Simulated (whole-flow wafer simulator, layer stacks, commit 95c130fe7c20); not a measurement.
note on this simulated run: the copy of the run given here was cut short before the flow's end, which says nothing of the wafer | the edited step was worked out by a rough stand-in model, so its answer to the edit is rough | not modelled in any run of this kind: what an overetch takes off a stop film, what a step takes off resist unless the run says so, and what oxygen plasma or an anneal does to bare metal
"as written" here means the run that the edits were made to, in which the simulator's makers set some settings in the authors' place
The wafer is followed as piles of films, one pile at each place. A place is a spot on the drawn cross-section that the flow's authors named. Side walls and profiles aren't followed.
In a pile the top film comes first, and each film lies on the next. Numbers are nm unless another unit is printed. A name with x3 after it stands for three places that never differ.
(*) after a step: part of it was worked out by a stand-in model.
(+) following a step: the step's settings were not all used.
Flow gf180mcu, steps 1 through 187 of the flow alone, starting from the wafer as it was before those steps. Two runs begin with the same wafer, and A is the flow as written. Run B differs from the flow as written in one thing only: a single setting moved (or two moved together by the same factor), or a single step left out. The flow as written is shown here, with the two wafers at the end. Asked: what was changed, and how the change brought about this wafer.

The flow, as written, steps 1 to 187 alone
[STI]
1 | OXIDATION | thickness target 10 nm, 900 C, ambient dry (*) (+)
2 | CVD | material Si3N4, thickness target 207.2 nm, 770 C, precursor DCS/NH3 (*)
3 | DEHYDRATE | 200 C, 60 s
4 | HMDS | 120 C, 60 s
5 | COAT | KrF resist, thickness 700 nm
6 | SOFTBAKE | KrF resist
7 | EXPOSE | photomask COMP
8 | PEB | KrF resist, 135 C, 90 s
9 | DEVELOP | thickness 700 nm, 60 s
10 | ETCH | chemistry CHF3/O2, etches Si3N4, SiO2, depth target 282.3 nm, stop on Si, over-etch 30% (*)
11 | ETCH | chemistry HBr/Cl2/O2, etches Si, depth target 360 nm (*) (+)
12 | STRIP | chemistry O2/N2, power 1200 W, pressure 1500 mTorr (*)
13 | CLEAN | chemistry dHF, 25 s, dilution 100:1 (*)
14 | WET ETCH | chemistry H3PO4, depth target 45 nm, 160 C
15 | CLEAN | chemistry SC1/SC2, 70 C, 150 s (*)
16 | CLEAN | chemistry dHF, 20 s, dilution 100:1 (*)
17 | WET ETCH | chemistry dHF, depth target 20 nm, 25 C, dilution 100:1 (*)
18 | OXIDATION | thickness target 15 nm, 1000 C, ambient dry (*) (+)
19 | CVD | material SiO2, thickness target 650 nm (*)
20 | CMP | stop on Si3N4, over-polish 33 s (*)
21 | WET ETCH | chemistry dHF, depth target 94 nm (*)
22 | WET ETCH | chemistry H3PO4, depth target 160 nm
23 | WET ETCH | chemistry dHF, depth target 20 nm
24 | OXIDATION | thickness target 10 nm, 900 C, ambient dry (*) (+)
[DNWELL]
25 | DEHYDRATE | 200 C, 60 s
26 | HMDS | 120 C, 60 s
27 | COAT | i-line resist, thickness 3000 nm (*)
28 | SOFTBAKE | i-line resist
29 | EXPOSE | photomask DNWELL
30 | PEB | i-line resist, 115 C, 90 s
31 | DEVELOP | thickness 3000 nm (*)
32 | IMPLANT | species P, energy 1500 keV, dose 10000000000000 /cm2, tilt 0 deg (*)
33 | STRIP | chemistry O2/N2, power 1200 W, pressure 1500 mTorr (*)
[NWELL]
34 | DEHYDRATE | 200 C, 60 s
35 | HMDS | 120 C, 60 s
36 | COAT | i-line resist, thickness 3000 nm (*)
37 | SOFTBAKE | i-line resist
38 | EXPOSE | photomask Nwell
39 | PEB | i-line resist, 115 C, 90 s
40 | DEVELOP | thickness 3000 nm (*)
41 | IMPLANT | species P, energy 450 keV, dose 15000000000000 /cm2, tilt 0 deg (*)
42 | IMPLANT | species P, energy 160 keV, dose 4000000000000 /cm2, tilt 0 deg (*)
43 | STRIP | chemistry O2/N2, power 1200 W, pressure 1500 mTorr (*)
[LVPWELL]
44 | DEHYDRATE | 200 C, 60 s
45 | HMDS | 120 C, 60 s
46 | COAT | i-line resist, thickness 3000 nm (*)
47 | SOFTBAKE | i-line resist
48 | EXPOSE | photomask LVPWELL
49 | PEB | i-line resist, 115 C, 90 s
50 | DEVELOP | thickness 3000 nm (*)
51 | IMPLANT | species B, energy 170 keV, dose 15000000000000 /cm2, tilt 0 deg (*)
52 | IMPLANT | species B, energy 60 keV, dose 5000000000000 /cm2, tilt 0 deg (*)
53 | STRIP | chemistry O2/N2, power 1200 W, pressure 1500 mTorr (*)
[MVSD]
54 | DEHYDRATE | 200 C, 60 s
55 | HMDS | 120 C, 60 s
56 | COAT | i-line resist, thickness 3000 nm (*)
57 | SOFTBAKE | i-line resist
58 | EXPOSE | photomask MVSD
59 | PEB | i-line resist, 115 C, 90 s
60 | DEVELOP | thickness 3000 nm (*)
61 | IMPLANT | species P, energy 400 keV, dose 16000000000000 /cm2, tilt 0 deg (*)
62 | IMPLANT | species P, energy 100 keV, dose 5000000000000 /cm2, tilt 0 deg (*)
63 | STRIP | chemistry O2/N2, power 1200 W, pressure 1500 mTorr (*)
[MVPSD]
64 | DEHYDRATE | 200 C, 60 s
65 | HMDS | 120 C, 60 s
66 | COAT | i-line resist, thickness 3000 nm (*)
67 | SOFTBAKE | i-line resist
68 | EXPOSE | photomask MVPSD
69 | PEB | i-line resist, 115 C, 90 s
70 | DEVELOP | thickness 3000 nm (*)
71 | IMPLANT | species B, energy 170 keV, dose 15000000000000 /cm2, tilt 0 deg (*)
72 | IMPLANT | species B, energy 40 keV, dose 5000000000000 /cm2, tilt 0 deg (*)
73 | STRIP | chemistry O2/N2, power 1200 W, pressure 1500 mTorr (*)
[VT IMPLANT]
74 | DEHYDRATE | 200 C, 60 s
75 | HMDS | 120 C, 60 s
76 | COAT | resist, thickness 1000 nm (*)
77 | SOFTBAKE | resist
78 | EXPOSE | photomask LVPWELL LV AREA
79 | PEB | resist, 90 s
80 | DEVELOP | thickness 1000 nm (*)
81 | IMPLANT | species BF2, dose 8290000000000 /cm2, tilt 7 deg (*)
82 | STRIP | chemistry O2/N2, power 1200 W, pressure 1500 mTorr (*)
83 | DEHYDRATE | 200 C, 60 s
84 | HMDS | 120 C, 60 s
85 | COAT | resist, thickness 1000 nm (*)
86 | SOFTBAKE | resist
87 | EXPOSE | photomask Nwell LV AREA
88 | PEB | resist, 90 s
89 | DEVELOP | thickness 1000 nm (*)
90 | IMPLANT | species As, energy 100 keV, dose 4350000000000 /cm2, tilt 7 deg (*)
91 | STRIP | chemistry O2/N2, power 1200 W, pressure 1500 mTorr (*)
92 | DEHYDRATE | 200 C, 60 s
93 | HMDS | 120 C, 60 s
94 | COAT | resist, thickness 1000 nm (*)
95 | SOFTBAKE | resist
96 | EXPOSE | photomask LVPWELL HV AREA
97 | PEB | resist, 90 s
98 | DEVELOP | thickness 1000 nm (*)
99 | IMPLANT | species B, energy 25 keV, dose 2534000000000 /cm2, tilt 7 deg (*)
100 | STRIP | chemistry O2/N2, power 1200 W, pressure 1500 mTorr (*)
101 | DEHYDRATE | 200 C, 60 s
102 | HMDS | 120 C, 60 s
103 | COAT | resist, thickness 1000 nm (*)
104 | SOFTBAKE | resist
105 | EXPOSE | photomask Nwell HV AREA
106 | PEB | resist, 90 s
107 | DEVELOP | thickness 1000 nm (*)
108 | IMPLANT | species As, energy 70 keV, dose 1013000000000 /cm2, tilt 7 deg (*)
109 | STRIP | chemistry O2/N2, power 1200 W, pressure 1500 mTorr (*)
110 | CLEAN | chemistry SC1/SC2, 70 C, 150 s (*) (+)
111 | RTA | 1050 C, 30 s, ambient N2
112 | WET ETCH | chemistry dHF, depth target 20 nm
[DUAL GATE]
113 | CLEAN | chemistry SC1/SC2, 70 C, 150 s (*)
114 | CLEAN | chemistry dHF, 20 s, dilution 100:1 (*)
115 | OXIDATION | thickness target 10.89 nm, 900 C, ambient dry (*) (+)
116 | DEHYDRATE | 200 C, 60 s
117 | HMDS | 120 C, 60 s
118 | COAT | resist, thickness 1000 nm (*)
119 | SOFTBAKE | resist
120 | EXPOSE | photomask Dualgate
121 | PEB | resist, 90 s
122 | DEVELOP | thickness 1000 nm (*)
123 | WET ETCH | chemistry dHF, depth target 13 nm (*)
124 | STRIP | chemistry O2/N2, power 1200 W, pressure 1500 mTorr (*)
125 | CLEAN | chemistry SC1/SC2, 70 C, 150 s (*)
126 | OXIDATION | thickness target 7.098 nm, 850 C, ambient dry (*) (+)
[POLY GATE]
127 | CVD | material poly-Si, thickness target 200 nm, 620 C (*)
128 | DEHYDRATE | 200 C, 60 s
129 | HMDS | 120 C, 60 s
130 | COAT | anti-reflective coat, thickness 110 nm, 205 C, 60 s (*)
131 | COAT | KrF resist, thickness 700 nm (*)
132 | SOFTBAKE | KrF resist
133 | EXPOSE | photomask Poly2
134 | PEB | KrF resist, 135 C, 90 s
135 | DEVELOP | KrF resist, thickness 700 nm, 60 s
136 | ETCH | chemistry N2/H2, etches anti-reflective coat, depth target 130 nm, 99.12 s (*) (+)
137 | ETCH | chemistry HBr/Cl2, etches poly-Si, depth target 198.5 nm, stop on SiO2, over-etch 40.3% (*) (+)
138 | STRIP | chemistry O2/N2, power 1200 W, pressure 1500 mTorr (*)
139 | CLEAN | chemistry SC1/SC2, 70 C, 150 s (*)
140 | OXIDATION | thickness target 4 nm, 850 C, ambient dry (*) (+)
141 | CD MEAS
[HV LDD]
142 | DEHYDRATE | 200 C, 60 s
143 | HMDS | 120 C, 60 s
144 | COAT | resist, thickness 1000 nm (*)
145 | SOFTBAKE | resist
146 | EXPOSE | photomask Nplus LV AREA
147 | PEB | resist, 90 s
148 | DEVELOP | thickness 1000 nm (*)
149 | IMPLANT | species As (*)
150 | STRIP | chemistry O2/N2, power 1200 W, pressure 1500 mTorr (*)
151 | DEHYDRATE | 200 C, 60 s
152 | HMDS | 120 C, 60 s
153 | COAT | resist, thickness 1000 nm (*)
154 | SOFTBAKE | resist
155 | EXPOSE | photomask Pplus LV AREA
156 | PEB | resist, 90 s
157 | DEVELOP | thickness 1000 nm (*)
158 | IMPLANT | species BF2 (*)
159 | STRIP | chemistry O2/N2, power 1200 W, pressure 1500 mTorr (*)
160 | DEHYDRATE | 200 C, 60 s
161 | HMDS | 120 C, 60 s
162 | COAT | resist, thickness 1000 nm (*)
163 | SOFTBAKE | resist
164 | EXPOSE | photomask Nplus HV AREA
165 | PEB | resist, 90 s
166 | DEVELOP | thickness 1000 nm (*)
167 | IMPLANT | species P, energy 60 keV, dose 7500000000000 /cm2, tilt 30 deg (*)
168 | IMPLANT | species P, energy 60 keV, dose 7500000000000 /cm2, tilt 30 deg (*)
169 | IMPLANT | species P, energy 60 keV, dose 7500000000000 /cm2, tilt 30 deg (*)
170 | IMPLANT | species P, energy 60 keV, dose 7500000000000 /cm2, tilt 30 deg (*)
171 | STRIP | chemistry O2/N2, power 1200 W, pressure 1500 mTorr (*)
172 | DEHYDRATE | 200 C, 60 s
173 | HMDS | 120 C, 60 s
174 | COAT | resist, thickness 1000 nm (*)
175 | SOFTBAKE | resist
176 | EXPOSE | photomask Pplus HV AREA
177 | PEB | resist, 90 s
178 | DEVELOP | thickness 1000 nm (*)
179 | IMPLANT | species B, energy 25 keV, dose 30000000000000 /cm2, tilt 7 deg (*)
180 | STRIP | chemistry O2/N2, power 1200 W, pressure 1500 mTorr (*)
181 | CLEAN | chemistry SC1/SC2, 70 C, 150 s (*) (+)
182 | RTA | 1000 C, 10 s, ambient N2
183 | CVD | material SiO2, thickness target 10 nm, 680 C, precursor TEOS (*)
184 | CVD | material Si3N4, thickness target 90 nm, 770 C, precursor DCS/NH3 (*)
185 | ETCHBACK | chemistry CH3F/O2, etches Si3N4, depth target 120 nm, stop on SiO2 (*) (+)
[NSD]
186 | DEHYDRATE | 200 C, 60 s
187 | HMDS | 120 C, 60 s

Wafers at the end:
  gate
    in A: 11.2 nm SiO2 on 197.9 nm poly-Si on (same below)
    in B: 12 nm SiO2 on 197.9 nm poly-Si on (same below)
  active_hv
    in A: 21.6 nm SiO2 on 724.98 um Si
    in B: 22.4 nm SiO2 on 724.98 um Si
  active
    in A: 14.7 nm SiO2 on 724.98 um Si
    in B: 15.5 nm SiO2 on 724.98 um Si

Cause: step 183, CVD: thickness target 10.8 nm was run, whereas the flow has thickness target 10 nm.

How this came from the change, step by step:
  183 | CVD | material SiO2, thickness target 10 nm, 680 C, precursor TEOS (*)
      field, field__w1, field__w2 and 99 more: A SiO2 gains 10 | B SiO2 gains 10.8
      ld_drift_p: A SiO2 gains 9.87 | B SiO2 gains 10.7
      (also at 1 further place)
